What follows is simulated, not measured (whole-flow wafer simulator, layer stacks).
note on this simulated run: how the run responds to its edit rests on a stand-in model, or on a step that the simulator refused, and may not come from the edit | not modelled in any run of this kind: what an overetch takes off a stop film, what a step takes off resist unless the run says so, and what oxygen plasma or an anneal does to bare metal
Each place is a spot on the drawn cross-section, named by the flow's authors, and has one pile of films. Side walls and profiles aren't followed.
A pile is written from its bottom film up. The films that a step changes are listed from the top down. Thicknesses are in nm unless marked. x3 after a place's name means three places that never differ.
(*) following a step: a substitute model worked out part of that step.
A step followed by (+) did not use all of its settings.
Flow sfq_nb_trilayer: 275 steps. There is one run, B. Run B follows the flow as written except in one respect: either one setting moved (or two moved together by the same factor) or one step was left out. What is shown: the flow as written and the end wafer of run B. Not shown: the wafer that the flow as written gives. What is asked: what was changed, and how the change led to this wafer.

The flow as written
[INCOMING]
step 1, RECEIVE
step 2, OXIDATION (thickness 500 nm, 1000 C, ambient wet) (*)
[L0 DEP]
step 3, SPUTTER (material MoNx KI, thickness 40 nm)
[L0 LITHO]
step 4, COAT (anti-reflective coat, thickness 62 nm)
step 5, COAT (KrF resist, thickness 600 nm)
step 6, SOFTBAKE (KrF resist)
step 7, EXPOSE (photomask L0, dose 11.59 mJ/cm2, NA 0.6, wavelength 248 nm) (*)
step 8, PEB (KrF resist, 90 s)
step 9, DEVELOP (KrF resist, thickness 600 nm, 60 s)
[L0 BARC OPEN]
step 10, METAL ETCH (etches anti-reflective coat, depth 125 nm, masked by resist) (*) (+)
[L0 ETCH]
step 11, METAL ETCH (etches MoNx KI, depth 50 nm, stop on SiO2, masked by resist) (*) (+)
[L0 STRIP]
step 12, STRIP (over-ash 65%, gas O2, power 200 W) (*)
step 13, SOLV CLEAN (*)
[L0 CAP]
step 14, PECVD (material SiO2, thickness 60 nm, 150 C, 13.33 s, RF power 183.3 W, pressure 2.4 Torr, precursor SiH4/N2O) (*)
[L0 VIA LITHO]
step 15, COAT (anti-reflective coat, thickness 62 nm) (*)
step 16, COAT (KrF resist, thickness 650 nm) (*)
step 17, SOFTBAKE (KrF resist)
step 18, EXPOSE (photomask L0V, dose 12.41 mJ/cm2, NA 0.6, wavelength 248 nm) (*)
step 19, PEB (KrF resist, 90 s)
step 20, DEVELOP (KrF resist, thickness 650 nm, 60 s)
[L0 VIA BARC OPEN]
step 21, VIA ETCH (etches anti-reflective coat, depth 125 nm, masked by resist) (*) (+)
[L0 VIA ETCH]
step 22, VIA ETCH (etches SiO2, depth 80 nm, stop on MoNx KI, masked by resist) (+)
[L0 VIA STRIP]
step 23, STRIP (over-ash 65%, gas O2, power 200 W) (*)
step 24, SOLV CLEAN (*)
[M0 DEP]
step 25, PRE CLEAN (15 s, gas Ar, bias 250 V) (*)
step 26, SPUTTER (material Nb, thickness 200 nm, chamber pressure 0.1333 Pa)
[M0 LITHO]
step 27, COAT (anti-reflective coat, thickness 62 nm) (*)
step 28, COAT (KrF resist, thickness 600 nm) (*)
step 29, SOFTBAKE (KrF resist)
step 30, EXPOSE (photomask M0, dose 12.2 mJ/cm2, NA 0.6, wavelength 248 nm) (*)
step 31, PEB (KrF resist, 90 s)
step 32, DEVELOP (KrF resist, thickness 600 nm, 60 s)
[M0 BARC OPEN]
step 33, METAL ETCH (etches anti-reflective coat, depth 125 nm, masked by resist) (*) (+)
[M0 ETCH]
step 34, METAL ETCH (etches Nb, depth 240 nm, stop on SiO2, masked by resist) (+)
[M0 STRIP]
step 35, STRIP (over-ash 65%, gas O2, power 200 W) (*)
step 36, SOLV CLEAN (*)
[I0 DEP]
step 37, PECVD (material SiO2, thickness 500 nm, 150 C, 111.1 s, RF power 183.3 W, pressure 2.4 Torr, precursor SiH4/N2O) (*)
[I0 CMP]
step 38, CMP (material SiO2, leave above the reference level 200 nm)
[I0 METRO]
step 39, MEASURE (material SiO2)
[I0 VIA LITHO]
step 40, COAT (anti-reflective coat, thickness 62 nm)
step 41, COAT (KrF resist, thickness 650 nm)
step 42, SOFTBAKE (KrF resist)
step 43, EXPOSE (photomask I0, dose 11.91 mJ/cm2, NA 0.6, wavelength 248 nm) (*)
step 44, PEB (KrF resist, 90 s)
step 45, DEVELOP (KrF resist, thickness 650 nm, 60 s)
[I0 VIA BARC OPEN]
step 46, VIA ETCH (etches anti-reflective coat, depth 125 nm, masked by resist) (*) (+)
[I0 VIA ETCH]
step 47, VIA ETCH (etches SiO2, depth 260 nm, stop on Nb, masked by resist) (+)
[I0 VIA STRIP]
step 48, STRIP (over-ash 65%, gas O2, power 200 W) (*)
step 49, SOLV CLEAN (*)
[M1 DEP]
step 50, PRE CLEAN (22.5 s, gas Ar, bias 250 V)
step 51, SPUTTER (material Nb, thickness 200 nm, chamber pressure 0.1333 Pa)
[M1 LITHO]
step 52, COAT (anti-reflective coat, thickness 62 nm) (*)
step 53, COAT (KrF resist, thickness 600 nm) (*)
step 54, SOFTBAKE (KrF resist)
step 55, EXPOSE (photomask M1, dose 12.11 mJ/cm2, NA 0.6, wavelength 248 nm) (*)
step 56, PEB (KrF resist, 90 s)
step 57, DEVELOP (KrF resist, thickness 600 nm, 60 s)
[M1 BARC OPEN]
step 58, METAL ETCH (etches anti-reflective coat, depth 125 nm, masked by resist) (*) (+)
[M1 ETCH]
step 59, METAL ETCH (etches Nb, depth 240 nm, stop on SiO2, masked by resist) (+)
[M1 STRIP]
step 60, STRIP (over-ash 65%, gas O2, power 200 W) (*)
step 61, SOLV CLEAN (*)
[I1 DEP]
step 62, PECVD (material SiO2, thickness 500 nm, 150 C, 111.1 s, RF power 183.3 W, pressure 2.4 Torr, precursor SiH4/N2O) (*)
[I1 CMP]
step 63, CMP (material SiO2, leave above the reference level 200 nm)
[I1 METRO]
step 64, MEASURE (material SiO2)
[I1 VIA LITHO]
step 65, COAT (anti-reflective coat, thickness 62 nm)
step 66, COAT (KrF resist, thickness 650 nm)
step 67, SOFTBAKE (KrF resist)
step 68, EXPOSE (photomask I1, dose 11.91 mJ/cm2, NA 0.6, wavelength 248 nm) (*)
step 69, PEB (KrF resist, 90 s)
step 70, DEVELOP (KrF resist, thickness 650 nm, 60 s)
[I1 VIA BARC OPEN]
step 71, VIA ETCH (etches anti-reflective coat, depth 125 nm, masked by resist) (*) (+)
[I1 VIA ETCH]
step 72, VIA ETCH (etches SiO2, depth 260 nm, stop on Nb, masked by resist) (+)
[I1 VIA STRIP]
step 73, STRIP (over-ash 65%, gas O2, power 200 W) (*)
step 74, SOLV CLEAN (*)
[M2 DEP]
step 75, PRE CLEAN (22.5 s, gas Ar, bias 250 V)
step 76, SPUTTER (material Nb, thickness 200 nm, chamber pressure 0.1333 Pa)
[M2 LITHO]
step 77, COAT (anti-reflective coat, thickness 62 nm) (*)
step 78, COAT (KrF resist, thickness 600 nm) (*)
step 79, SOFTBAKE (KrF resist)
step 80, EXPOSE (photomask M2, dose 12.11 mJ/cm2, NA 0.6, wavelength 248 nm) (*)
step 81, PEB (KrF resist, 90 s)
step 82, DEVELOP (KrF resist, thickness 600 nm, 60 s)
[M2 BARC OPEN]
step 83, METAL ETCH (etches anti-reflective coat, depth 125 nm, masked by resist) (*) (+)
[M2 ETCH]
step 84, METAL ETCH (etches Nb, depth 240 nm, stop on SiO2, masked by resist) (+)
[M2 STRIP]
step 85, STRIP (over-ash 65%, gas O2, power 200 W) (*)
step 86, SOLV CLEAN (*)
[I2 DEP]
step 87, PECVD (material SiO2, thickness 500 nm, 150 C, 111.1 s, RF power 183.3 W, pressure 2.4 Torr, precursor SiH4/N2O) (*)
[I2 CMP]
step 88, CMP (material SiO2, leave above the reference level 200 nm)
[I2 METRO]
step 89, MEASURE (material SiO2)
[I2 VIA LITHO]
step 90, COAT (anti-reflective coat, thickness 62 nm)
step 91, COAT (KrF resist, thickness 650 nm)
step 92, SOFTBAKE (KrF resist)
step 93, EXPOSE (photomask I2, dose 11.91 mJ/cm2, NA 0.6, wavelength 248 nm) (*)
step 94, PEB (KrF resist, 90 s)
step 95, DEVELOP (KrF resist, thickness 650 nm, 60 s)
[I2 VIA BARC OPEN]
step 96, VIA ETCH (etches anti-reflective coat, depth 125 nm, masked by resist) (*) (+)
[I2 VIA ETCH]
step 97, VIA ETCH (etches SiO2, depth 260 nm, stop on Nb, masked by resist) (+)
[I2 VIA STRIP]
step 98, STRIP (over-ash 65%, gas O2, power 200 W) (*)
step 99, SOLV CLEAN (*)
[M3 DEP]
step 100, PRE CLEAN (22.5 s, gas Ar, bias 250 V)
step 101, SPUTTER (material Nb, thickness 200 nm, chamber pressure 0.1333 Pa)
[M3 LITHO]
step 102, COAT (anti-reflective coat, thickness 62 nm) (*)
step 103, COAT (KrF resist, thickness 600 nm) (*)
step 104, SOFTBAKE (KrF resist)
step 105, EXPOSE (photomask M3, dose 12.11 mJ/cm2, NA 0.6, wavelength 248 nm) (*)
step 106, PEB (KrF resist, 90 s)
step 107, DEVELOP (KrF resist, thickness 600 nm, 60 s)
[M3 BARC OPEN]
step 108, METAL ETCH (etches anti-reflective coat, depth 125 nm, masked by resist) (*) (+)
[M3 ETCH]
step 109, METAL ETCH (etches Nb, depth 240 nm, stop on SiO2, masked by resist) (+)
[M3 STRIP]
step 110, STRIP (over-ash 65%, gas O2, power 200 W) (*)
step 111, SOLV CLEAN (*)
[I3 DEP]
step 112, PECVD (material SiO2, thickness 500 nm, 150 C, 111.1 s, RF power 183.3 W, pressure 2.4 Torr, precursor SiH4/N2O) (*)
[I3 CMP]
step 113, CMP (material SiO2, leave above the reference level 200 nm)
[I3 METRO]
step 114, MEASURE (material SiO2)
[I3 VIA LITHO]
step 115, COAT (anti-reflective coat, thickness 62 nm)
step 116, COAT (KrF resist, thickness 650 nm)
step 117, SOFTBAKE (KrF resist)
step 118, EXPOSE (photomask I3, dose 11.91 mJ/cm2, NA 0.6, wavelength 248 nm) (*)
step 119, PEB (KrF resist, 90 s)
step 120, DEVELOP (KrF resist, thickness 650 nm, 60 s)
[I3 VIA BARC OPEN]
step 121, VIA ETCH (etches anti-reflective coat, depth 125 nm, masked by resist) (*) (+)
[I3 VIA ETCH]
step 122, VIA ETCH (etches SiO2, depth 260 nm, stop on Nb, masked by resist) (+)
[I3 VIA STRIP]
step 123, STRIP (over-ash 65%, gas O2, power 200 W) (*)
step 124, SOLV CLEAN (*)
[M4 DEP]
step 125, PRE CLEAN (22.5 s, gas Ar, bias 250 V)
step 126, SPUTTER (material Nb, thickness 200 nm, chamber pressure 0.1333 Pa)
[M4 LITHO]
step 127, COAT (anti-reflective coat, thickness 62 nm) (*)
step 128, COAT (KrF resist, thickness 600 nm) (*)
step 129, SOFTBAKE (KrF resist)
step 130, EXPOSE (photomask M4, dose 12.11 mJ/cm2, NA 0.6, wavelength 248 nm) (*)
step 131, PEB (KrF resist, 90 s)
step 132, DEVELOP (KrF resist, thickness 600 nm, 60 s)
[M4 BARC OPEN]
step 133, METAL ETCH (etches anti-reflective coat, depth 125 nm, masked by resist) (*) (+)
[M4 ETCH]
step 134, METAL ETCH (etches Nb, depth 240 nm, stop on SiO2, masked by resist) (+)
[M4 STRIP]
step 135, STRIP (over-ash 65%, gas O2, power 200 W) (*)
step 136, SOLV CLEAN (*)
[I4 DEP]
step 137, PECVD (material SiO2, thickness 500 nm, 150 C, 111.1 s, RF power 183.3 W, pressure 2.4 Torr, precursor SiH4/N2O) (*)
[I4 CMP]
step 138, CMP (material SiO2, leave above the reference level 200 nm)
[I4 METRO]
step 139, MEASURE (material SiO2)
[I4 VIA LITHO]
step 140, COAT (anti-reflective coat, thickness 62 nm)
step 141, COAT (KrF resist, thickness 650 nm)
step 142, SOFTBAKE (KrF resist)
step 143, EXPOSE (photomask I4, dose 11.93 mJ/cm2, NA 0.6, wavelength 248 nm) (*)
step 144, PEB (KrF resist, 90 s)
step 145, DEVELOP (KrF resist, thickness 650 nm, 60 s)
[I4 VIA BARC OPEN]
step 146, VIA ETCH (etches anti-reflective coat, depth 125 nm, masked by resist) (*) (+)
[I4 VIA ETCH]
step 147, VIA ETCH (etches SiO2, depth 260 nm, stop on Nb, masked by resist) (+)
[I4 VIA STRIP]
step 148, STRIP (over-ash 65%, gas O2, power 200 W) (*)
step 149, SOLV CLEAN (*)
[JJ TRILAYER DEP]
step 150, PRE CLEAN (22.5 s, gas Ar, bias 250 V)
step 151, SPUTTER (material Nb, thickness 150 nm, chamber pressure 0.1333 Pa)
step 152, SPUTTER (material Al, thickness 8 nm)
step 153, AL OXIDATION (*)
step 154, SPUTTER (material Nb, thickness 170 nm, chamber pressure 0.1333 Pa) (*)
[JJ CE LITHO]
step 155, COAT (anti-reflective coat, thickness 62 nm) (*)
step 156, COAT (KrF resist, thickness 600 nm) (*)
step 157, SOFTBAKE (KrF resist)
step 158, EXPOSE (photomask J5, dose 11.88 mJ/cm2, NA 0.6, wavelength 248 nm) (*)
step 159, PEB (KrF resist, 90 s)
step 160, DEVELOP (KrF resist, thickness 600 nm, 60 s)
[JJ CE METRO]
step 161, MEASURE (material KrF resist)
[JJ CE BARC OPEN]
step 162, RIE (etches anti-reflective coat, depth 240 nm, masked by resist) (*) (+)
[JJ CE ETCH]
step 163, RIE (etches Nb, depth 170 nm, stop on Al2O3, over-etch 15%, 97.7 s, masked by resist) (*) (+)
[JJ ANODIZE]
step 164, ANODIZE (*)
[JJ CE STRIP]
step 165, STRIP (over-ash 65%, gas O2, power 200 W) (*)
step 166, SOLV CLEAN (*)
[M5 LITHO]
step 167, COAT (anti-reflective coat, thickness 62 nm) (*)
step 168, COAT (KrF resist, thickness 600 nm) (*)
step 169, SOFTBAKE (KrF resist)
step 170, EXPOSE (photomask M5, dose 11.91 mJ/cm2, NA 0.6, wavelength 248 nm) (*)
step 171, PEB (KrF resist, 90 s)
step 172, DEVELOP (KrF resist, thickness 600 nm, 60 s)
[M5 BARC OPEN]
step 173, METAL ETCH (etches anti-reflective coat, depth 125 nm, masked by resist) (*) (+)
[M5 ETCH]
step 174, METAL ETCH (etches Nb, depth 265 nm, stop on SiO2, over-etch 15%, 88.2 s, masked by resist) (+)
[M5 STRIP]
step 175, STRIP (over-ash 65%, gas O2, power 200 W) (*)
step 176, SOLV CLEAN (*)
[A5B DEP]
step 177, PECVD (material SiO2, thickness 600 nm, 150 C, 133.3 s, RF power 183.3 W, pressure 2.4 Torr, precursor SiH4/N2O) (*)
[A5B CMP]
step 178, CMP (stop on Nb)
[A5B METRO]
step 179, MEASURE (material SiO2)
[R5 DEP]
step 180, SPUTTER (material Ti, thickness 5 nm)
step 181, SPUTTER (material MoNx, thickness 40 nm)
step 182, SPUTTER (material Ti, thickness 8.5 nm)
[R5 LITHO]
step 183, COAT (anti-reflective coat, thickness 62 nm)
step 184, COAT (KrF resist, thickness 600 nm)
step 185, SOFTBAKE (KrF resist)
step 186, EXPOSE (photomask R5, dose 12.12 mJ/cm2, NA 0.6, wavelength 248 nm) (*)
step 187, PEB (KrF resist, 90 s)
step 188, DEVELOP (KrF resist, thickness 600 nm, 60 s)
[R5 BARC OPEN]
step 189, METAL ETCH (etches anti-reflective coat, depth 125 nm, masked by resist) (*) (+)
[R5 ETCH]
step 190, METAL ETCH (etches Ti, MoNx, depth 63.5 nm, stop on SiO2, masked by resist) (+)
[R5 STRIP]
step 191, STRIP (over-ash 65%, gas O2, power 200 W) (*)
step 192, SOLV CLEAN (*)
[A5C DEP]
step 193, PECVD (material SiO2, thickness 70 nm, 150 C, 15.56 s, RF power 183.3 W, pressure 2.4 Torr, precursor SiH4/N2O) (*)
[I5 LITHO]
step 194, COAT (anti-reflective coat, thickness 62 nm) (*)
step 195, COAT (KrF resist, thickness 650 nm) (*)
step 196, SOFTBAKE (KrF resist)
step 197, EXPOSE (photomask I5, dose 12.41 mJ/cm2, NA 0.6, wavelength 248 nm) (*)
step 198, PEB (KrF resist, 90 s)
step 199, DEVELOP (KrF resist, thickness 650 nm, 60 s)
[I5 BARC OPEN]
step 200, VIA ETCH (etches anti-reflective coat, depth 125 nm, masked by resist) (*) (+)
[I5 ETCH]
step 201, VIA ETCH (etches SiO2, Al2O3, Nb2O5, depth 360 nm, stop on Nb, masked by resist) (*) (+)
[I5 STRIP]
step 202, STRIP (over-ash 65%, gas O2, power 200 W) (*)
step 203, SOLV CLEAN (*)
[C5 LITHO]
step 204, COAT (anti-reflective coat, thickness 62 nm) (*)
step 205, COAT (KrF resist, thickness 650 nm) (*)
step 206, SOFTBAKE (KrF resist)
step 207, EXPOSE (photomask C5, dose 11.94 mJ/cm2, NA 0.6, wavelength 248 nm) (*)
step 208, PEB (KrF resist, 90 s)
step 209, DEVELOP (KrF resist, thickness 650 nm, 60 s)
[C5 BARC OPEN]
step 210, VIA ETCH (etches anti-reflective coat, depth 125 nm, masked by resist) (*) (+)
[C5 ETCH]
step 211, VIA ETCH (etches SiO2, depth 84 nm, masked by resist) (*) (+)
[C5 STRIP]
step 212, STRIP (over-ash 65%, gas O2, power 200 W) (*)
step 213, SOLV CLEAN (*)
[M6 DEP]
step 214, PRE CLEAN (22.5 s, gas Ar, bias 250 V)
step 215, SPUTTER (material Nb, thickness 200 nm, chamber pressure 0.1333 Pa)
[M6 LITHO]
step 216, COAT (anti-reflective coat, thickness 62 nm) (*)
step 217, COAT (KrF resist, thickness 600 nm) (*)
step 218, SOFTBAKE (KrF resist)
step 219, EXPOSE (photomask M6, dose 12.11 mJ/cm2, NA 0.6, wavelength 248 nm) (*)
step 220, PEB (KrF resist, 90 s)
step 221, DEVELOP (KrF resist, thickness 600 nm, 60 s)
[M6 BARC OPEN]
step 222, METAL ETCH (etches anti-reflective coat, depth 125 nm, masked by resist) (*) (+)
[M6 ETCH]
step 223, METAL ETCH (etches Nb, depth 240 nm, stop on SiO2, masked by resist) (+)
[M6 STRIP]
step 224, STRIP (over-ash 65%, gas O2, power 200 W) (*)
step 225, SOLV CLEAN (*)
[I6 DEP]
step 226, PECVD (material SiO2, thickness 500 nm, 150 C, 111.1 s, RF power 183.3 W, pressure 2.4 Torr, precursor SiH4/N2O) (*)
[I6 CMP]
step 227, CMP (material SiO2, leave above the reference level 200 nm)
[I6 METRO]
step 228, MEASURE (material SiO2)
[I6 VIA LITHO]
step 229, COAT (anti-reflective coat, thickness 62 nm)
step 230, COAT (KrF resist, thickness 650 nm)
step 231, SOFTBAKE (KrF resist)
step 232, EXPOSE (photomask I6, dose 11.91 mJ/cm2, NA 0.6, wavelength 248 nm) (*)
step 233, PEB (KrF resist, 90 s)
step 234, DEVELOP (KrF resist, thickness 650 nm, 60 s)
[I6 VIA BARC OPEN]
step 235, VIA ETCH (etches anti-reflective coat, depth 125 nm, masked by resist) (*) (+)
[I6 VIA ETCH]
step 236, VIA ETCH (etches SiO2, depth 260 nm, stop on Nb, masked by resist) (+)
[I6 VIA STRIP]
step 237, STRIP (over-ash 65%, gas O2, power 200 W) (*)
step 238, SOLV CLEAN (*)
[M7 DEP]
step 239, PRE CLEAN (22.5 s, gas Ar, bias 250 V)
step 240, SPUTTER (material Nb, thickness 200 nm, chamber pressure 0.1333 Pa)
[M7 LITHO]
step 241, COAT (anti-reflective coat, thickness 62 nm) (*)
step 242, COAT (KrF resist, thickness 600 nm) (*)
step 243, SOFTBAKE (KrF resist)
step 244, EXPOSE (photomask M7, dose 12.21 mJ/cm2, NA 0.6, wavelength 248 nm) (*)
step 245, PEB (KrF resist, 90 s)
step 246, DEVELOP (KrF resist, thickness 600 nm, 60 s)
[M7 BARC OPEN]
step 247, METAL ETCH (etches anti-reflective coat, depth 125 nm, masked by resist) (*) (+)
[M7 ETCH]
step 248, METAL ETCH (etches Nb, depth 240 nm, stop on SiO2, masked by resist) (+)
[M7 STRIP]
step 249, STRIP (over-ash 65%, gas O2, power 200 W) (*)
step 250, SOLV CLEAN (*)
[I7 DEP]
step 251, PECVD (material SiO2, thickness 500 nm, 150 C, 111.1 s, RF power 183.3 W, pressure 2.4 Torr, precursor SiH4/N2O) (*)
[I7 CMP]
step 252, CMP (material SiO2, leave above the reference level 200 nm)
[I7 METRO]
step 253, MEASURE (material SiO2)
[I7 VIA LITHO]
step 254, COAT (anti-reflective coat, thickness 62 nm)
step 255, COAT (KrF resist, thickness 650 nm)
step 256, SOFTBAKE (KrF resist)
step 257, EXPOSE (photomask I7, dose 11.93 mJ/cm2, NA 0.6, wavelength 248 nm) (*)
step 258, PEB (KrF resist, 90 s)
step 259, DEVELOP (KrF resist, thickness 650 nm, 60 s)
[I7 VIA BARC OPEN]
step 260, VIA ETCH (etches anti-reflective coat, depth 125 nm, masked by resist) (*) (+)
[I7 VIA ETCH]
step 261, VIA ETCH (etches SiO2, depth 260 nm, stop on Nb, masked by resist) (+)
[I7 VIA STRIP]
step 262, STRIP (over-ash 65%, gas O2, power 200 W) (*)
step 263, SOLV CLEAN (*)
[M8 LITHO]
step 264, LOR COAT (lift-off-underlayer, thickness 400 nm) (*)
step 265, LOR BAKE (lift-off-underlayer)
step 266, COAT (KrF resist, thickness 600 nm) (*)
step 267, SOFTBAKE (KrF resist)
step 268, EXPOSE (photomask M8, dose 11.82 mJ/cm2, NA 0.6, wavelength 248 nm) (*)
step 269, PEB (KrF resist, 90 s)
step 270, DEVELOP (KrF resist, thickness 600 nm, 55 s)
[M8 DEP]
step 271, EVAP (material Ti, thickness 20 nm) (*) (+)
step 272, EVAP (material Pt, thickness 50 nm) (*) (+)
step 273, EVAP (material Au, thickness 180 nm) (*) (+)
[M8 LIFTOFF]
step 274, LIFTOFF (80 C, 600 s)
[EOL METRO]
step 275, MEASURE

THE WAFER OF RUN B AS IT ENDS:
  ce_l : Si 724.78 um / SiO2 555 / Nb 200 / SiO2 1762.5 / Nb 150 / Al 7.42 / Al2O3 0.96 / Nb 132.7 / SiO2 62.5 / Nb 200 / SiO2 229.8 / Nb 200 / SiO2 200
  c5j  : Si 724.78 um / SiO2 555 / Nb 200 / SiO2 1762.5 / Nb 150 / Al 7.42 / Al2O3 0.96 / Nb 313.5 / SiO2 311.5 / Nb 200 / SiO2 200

The reason: step 190, METAL ETCH: depth 90.8 nm was run, while the flow as written has depth 63.5 nm.

The path from the change to this, step by step:
  step 190, METAL ETCH (etches Ti, MoNx, depth 63.5 nm, stop on SiO2, masked by resist) (+)
      be_r, r_sur, res, r_end, r5r_line_l, r5r_line_c, r5r_line_r: KrF resist loses 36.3 (as written it would have been: KrF resist loses 25.4)
      ce_l, c5j, ce_r, wl_jj: Ti loses 8.5 (all of it), MoNx loses 40 (all of it), Ti loses 5 (all of it), Nb loses 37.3 (as written it would have been: Ti loses 8.5 (all of it), MoNx loses 40 (all of it), Ti loses 5 (all of it), Nb loses 10)
  step 191, STRIP (over-ash 65%, gas O2, power 200 W) (*)
      be_r, r_sur, res, r_end, r5r_line_l, r5r_line_c, r5r_line_r: KrF resist loses 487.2 (all of it), anti-reflective coat loses 62 (all of it) (as written it would have been: KrF resist loses 498.2 (all of it), anti-reflective coat loses 62 (all of it))
  step 194, COAT (anti-reflective coat, thickness 62 nm) (*)
      wl_j_sl, wl_j_sr: anti-reflective coat gains 55.9 (new film) (as written it would have been: anti-reflective coat gains 60.2 (new film))
      jj_sur: anti-reflective coat gains 56.4 (new film) (as written it would have been: anti-reflective coat gains 60.8 (new film))
      (and at 5 other places as well)
  step 195, COAT (KrF resist, thickness 650 nm) (*)
      c5j: KrF resist gains 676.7 (new film) (as written it would have been: KrF resist gains 662.7 (new film))
  step 202, STRIP (over-ash 65%, gas O2, power 200 W) (*)
      wl_j_sl, wl_j_sr: KrF resist loses 333.2 (all of it), anti-reflective coat loses 55.9 (all of it) (as written it would have been: KrF resist loses 333.3 (all of it), anti-reflective coat loses 60.2 (all of it))
      jj_sur: KrF resist loses 337.5 (all of it), anti-reflective coat loses 56.4 (all of it) (as written it would have been: KrF resist loses 337.2 (all of it), anti-reflective coat loses 60.8 (all of it))
      (and at 5 other places as well)
  step 204, COAT (anti-reflective coat, thickness 62 nm) (*)
      wl_j_sl, wl_j_sr: anti-reflective coat gains 55.9 (new film) (as written it would have been: anti-reflective coat gains 60.2 (new film))
      jj_sur: anti-reflective coat gains 55.3 (new film) (as written it would have been: anti-reflective coat gains 59.5 (new film))
      (and at 5 other places as well)
  step 205, COAT (KrF resist, thickness 650 nm) (*)
      c5j: KrF resist gains 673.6 (new film) (as written it would have been: KrF resist gains 659.4 (new film))
  step 209, DEVELOP (KrF resist, thickness 650 nm, 60 s)
      c5j: KrF resist loses 672.1 (all of it) (as written it would have been: KrF resist loses 658.1 (all of it))
  step 210, VIA ETCH (etches anti-reflective coat, depth 125 nm, masked by resist) (*) (+)
      c5j: anti-reflective coat loses 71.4 (all of it), SiO2 loses 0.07 (as written it would have been: anti-reflective coat loses 63.9 (all of it), SiO2 loses 0.11)
  step 212, STRIP (over-ash 65%, gas O2, power 200 W) (*)
      wl_j_sl, wl_j_sr: KrF resist loses 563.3 (all of it), anti-reflective coat loses 55.9 (all of it) (as written it would have been: KrF resist loses 563.4 (all of it), anti-reflective coat loses 60.2 (all of it))
      jj_sur: KrF resist loses 562.1 (all of it), anti-reflective coat loses 55.3 (all of it) (as written it would have been: KrF resist loses 562 (all of it), anti-reflective coat loses 59.5 (all of it))
      (and at 4 other places as well)
  step 216, COAT (anti-reflective coat, thickness 62 nm) (*)
      wl_j_sl, wl_j_sr: anti-reflective coat gains 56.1 (new film) (as written it would have been: anti-reflective coat gains 60.2 (new film))
      jj_sur: anti-reflective coat gains 51.6 (new film) (as written it would have been: anti-reflective coat gains 56.1 (new film))
      (and at 5 other places as well)
  step 217, COAT (KrF resist, thickness 600 nm) (*)
      c5j: KrF resist gains 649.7 (new film) (as written it would have been: KrF resist gains 636 (new film))
      wl_jj: KrF resist gains 617.6 (new film) (as written it would have been: KrF resist gains 604.7 (new film))
  step 224, STRIP (over-ash 65%, gas O2, power 200 W) (*)
      wl_j_sl, wl_j_sr: KrF resist loses 382.2 (all of it), anti-reflective coat loses 56.1 (all of it) (as written it would have been: KrF resist loses 382.5 (all of it), anti-reflective coat loses 60.2 (all of it))
      jj_sur: KrF resist loses 378.5 (all of it), anti-reflective coat loses 51.6 (all of it) (as written it would have been: KrF resist loses 378.5 (all of it), anti-reflective coat loses 56.1 (all of it))
      (and at 5 other places as well)
  step 227, CMP (material SiO2, leave above the reference level 200 nm)
      ce_l, ce_r, wl_jj: SiO2 loses 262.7 (as written it would have been: SiO2 loses 290)
      c5j: SiO2 loses 195.7 (as written it would have been: SiO2 loses 223)
